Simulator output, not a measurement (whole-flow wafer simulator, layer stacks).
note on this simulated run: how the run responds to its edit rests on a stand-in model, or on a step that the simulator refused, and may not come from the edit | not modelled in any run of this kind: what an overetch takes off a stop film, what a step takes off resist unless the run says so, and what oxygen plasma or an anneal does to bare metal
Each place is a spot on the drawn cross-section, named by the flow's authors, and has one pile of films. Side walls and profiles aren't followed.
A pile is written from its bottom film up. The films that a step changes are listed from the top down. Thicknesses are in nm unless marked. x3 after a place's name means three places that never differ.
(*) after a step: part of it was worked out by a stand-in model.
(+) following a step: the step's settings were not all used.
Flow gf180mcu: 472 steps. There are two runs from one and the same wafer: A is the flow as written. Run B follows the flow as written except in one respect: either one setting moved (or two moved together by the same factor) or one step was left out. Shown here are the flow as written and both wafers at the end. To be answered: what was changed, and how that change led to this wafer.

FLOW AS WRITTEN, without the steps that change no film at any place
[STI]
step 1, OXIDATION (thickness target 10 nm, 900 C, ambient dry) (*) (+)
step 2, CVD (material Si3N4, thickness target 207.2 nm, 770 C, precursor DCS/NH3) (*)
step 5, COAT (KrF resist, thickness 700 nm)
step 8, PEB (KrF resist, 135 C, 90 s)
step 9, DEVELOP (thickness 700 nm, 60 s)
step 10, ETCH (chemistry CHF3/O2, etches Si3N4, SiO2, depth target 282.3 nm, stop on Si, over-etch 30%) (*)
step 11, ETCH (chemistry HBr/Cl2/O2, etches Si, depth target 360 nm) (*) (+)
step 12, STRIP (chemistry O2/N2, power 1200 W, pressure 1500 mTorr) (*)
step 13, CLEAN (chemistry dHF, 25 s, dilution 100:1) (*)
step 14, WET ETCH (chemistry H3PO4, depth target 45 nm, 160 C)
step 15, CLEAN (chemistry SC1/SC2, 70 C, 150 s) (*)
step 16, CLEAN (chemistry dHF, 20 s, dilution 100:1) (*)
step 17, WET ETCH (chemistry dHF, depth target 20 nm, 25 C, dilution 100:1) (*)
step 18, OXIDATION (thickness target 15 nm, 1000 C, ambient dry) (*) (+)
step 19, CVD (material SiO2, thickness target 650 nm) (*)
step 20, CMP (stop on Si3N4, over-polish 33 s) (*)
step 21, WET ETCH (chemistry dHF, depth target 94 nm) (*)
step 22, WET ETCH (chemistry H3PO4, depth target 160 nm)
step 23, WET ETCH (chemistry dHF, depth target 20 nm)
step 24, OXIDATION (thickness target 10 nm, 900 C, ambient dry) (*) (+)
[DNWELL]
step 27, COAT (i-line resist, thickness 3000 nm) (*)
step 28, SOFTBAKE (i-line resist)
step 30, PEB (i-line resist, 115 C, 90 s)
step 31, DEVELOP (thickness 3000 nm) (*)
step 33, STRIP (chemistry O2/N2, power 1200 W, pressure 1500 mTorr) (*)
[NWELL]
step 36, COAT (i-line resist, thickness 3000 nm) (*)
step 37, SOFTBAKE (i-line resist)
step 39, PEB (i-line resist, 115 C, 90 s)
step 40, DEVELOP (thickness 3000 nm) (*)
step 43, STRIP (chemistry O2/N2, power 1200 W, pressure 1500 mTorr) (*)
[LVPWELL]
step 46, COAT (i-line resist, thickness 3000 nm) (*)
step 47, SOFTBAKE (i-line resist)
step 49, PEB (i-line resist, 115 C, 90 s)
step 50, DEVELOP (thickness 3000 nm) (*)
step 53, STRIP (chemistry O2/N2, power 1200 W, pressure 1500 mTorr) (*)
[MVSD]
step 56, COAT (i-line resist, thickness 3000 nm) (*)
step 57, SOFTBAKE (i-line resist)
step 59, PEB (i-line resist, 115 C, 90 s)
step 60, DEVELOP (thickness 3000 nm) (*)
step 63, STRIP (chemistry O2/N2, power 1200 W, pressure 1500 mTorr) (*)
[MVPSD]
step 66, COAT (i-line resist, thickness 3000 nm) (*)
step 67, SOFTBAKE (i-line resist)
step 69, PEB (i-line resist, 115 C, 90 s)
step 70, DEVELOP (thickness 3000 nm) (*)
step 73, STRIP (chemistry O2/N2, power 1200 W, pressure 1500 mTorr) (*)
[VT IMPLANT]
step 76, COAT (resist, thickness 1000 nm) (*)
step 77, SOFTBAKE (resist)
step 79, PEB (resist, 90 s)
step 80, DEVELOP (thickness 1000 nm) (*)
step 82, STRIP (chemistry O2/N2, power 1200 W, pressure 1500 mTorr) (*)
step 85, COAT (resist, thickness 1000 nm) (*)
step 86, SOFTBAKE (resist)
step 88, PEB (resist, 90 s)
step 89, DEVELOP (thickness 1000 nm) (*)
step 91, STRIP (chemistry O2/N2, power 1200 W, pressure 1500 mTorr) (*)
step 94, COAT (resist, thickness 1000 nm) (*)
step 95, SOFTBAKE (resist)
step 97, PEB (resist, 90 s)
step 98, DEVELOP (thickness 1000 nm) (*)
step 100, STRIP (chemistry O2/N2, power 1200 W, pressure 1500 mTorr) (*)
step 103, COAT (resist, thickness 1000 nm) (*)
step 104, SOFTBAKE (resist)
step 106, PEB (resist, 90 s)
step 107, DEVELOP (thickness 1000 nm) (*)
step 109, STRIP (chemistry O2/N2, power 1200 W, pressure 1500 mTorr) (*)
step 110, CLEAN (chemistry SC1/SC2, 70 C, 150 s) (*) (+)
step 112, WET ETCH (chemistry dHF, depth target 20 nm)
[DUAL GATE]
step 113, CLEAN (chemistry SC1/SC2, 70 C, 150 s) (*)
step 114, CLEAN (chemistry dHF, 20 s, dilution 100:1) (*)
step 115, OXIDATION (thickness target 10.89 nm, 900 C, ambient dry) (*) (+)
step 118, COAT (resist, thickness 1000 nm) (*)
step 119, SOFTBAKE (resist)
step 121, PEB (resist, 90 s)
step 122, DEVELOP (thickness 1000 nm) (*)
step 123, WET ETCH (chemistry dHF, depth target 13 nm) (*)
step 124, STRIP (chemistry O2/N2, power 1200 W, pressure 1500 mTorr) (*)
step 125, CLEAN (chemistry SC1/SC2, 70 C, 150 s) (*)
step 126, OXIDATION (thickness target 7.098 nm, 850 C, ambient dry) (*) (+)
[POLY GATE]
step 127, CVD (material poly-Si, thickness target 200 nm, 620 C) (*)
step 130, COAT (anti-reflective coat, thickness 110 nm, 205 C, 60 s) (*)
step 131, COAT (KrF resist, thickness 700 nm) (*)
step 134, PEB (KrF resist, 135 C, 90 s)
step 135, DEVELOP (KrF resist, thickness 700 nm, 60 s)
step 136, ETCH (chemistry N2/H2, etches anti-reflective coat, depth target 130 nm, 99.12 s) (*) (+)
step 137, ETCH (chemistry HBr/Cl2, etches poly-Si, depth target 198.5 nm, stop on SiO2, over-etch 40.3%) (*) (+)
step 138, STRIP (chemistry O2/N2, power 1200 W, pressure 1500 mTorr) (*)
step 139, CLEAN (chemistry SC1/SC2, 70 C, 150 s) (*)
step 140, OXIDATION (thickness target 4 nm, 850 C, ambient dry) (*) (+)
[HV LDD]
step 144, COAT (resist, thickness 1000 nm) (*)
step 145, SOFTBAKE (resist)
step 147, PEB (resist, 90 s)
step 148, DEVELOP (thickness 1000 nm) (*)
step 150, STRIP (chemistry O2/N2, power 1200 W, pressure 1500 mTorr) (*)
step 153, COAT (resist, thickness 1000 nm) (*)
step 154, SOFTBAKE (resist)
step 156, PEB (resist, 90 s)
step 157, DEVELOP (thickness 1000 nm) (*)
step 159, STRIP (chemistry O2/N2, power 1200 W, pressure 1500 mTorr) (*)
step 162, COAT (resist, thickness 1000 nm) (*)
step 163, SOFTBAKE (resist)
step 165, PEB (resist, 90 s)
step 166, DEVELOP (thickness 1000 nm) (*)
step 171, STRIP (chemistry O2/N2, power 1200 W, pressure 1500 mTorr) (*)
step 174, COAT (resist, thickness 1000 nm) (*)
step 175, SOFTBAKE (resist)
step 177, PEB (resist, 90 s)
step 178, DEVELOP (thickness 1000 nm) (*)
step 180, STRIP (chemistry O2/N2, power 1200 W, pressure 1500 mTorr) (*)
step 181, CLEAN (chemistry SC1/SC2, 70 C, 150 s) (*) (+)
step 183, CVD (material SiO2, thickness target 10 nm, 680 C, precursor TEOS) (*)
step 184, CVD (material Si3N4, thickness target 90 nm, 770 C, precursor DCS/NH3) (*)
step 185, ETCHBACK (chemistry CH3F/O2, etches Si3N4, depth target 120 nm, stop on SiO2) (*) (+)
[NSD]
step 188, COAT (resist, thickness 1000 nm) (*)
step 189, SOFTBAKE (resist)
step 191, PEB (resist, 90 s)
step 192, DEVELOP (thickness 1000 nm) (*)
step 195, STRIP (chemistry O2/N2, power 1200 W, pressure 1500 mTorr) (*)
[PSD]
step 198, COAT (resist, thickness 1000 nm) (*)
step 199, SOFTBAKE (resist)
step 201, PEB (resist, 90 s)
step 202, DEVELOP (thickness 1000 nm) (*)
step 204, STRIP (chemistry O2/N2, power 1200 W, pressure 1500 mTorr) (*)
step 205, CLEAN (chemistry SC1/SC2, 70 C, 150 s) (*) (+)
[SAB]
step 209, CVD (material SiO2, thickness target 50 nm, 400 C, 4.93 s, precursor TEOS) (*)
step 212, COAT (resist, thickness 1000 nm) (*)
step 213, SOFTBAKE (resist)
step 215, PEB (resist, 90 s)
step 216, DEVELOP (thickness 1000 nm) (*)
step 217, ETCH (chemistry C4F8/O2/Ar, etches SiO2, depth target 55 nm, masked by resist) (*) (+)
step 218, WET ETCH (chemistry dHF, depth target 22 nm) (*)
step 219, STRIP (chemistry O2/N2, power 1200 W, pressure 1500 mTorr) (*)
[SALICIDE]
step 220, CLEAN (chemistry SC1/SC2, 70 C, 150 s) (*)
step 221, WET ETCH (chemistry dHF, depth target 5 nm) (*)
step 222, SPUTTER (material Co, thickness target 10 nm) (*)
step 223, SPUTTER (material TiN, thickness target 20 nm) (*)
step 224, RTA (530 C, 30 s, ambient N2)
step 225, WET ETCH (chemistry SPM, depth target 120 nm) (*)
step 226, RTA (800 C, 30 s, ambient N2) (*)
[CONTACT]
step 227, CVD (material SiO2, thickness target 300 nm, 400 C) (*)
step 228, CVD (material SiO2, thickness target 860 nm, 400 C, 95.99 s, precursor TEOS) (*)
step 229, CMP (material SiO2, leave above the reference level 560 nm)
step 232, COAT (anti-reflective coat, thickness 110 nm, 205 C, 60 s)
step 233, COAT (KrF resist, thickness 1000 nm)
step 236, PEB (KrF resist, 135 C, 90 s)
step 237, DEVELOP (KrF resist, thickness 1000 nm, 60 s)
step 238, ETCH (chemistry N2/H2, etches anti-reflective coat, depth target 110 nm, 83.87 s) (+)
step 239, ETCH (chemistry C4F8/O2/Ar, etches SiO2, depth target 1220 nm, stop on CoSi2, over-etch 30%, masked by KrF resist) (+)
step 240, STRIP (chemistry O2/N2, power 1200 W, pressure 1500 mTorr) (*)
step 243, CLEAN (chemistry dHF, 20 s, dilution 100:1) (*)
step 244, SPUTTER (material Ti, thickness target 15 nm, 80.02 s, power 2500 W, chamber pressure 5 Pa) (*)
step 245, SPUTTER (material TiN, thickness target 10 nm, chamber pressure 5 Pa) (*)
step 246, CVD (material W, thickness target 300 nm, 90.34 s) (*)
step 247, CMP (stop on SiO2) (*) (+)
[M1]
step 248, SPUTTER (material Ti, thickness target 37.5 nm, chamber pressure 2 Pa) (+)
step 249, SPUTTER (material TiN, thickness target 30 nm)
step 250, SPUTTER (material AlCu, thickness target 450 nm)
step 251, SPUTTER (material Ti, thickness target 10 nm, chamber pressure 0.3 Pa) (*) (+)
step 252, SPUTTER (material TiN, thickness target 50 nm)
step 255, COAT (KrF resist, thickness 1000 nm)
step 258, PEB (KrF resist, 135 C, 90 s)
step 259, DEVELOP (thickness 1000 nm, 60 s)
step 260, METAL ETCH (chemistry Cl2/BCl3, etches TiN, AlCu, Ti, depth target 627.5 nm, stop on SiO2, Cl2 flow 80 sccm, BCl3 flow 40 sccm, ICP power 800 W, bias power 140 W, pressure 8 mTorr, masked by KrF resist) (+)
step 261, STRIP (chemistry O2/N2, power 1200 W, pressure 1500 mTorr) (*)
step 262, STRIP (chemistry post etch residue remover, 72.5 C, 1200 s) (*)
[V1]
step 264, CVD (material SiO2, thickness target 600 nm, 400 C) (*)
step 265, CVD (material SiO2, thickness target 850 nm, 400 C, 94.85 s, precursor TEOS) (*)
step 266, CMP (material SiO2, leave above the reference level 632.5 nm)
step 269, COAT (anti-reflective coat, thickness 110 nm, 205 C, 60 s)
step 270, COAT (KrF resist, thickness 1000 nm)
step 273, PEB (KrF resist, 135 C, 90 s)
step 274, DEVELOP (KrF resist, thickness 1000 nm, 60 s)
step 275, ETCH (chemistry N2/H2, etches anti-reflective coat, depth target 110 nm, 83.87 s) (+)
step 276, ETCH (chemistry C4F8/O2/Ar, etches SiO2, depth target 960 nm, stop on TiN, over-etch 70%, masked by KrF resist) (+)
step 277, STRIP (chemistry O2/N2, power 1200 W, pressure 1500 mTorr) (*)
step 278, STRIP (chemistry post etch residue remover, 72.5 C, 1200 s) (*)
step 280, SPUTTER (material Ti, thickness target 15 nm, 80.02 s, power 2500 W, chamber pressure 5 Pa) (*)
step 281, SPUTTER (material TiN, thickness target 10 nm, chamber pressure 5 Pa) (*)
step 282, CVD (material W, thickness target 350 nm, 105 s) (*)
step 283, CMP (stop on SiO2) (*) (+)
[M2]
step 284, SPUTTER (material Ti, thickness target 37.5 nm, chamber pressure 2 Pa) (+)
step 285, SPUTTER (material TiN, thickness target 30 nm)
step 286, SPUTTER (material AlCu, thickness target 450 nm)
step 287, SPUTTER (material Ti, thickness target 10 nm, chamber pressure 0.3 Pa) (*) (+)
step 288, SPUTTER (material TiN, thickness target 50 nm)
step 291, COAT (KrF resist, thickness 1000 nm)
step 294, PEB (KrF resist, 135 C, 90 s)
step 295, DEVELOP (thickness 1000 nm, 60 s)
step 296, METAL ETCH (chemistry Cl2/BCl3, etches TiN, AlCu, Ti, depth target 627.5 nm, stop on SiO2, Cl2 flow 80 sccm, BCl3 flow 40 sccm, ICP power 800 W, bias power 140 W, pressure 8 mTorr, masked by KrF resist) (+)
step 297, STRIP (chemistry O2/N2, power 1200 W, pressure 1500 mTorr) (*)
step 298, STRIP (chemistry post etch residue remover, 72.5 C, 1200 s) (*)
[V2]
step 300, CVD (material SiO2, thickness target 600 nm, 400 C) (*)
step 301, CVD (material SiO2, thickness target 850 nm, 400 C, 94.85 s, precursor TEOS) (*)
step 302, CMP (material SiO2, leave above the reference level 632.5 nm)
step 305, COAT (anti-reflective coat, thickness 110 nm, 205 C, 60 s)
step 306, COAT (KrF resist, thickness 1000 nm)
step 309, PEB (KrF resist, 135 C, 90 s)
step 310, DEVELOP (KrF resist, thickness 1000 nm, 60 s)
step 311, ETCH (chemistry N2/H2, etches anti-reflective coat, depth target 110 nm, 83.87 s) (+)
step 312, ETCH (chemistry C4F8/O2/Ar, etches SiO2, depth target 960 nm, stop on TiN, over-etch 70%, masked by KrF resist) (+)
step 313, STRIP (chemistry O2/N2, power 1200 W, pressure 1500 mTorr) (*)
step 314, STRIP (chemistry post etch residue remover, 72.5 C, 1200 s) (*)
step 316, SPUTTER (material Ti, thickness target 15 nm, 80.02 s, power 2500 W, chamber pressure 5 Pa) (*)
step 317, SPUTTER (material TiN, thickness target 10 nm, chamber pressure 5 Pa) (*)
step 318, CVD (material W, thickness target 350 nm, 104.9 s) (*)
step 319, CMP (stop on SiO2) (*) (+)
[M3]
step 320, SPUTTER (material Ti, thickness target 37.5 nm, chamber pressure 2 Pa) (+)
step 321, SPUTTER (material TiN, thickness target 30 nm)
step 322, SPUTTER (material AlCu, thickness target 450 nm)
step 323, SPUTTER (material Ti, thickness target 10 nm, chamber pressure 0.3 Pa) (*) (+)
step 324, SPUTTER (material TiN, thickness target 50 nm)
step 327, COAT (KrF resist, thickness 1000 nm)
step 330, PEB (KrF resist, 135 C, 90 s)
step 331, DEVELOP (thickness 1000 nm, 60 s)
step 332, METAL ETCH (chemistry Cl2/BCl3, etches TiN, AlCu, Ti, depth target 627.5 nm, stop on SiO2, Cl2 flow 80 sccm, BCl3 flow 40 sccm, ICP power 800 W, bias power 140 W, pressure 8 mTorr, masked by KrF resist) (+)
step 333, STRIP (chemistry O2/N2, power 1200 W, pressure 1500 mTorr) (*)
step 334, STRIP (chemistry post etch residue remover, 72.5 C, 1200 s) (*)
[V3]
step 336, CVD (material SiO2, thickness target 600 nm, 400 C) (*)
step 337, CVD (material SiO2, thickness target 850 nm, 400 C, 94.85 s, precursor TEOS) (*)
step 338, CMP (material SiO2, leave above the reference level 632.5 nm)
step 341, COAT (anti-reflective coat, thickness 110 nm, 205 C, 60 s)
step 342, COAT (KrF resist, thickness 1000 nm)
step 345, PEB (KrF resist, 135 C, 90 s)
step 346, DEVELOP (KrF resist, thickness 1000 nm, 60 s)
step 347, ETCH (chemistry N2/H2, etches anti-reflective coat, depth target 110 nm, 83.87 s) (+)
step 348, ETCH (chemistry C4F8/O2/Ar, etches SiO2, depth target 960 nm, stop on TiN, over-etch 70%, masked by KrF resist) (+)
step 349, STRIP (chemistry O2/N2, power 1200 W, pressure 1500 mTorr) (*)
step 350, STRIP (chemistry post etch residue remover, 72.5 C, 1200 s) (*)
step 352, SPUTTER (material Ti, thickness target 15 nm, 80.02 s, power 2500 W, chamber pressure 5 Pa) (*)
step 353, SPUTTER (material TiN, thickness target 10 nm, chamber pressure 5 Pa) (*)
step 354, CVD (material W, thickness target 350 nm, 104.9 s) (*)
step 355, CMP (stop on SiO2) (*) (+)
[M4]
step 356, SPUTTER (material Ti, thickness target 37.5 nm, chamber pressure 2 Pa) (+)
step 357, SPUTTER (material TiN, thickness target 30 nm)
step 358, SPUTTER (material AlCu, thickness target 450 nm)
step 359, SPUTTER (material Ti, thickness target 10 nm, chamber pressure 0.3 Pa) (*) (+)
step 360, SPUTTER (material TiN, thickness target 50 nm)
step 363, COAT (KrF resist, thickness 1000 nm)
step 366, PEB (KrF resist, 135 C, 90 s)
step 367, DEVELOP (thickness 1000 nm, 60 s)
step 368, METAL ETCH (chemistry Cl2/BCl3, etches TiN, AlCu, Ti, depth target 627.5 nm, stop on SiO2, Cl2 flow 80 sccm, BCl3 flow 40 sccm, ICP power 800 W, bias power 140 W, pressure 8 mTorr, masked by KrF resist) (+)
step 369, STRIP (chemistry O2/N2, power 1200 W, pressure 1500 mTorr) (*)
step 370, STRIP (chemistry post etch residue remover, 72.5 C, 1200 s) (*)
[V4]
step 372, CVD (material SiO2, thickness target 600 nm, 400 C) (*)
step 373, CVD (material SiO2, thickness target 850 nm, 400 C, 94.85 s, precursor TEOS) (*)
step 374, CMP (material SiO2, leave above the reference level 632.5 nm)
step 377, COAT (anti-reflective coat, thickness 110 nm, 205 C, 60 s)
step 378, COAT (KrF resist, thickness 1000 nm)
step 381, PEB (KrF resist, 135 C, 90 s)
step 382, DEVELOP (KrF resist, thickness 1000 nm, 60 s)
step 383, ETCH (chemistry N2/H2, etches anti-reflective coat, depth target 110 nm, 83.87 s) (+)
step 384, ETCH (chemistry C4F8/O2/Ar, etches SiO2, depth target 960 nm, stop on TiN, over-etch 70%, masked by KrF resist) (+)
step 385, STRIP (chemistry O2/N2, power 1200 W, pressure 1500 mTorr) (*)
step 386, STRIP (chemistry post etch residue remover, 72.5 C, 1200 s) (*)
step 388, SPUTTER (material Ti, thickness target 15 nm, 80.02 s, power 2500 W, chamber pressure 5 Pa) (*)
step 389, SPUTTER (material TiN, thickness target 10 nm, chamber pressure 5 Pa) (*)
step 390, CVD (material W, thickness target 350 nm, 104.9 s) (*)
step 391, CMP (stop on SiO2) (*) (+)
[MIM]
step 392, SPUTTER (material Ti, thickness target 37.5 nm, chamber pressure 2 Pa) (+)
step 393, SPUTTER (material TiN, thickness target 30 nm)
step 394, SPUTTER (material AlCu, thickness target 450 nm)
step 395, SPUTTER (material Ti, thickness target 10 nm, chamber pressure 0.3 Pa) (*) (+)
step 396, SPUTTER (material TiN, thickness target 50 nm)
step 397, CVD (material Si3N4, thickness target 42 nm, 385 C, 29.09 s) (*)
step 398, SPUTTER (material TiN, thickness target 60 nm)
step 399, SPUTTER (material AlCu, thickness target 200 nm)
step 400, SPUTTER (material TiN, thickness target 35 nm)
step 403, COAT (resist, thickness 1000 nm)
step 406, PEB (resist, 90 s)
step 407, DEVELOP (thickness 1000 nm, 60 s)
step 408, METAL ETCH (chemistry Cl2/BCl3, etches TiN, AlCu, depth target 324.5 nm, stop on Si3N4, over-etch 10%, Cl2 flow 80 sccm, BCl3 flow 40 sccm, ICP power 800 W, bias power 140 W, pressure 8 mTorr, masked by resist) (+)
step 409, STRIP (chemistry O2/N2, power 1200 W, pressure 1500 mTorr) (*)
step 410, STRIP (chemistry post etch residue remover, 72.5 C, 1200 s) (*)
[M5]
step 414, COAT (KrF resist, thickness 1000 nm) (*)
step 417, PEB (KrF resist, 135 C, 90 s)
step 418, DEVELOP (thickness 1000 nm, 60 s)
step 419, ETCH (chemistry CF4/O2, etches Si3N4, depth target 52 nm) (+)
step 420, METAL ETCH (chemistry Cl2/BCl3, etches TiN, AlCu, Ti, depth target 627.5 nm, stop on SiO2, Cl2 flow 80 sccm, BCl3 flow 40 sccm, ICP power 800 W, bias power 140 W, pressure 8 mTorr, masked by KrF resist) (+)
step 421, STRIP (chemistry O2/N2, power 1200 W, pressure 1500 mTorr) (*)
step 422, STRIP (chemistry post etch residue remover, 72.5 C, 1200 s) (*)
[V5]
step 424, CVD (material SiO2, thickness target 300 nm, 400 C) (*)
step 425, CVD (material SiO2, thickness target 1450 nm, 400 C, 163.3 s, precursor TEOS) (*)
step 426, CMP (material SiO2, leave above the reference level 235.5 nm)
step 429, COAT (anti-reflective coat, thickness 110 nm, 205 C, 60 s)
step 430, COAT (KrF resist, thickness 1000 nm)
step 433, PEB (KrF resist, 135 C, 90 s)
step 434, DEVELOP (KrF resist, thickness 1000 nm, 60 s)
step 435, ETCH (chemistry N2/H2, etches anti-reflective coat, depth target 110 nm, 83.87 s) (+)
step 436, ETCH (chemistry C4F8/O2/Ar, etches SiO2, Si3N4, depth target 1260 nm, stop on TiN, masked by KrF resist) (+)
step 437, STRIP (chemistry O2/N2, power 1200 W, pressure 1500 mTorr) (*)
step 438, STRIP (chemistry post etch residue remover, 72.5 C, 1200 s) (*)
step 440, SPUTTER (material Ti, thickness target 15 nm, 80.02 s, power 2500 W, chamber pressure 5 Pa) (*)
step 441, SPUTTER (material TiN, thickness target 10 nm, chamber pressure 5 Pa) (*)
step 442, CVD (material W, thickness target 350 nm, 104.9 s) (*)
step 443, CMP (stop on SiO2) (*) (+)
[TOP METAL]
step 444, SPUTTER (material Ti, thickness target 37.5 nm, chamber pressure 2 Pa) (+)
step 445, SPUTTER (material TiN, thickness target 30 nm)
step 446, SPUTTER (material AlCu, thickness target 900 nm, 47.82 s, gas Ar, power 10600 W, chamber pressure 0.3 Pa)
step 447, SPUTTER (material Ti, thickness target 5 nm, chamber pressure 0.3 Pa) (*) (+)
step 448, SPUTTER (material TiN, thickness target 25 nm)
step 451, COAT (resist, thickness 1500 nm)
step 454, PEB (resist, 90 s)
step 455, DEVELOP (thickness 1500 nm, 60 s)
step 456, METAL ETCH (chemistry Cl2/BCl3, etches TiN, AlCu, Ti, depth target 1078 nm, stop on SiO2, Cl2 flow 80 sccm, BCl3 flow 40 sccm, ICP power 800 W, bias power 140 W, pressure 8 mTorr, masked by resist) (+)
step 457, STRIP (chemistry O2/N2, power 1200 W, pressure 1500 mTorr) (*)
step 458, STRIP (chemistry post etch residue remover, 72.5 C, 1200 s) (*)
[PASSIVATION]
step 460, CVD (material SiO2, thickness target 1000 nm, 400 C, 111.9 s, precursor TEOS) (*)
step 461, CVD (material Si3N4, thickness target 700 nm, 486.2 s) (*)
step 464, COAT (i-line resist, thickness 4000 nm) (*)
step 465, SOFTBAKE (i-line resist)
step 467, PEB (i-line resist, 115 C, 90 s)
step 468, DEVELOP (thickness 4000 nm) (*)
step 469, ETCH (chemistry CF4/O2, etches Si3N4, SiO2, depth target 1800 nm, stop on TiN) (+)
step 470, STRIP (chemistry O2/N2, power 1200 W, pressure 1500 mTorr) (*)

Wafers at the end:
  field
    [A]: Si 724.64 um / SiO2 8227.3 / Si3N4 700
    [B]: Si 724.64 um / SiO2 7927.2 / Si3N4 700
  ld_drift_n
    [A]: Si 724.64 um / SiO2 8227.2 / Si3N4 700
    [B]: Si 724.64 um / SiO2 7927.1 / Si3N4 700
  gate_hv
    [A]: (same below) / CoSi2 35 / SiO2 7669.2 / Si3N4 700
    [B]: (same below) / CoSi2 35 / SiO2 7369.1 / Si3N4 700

Cause: step 372, CVD: material SiO2, thickness target 600 nm, 400 C (*), was skipped.

The path from the change to this, step by step:
  step 373, CVD (material SiO2, thickness target 850 nm, 400 C, 94.85 s, precursor TEOS) (*)
      field__w8, contact, m1, m1__w1, m1_nw: A +850 SiO2 | B +850 SiO2 (new film)
  step 374, CMP (material SiO2, leave above the reference level 632.5 nm)
      field, field__w1, field__w2 and 103 more: A -300 SiO2 | B nothing
      field__w8, contact, m1, m1__w1, m1_nw: A -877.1 SiO2 | B -277.1 SiO2
  step 377, COAT (anti-reflective coat, thickness 110 nm, 205 C, 60 s)
      field_sub__w1, nw_enc_fld__w1: A +110 anti-reflective coat (new film) | B +81.5 anti-reflective coat (new film)
      field: A +110 anti-reflective coat (new film) | B +251 anti-reflective coat (new film)
      (as well as at 32 more places)
  step 378, COAT (KrF resist, thickness 1000 nm)
      field: A +1000 KrF resist (new film) | B +940.1 KrF resist (new film)
      field__w1: A +1000 KrF resist (new film) | B +1024 KrF resist (new film)
      (as well as at 19 more places)
  step 381, PEB (KrF resist, 135 C, 90 s)
      field: A -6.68 KrF resist | B -5.93 KrF resist
      n_well: A -6.68 KrF resist | B -5.51 KrF resist
      (as well as at 10 more places)
  step 382, DEVELOP (KrF resist, thickness 1000 nm, 60 s)
      contact: A -993.3 KrF resist (all of it) | B -847.5 KrF resist (all of it)
  step 383, ETCH (chemistry N2/H2, etches anti-reflective coat, depth target 110 nm, 83.87 s) (+)
      contact: A -110 anti-reflective coat (all of it), -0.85 SiO2 | B -30.6 anti-reflective coat (all of it), -2.88 SiO2
  step 385, STRIP (chemistry O2/N2, power 1200 W, pressure 1500 mTorr) (*)
      field_sub__w1, nw_enc_fld__w1: A -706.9 KrF resist (all of it), -110 anti-reflective coat (all of it) | B -736 KrF resist (all of it), -81.5 anti-reflective coat (all of it)
      field: A -706.9 KrF resist (all of it), -110 anti-reflective coat (all of it) | B -647.8 KrF resist (all of it), -251 anti-reflective coat (all of it)
      (as well as at 33 more places)
  step 388, SPUTTER (material Ti, thickness target 15 nm, 80.02 s, power 2500 W, chamber pressure 5 Pa) (*)
      contact: A +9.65 Ti (new film) | B +11.6 Ti (new film)
  step 389, SPUTTER (material TiN, thickness target 10 nm, chamber pressure 5 Pa) (*)
      contact: A +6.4 TiN (new film) | B +7.74 TiN (new film)
  step 390, CVD (material W, thickness target 350 nm, 104.9 s) (*)
      contact: A +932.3 W (new film) | B +629 W (new film)
  step 391, CMP (stop on SiO2) (*) (+)
      field__w8, m1, m1__w1, m1_nw: A -350 W (all of it), -10 TiN (all of it), -15 Ti (all of it), -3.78 SiO2 | B -350 W (all of it), -10 TiN (all of it), -15 Ti (all of it), -14.2 SiO2
  step 403, COAT (resist, thickness 1000 nm)
      field: A +1000 resist (new film) | B +1055.6 resist (new film)
      field__w8: A +1000 resist (new film) | B +763 resist (new film)
      (as well as at 8 more places)
  step 404, SOFTBAKE (resist)
      field: A nothing | B -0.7 resist
      field__w8: A nothing | B -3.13 resist
      (as well as at 15 more places)
  step 406, PEB (resist, 90 s)
      field: A -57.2 resist | B -60.5 resist
      field__w8: A -57.2 resist | B -42.7 resist
      (as well as at 9 more places)
  step 407, DEVELOP (thickness 1000 nm, 60 s)
      field: A -942.8 resist (all of it) | B -994.4 resist (all of it)
      field__w8: A -942.8 resist (all of it) | B -717.2 resist (all of it)
      (as well as at 9 more places)
  ... 5 other steps ...
  step 441, SPUTTER (material TiN, thickness target 10 nm, chamber pressure 5 Pa) (*)
      contact: A +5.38 TiN (new film) | B +4.69 TiN (new film)
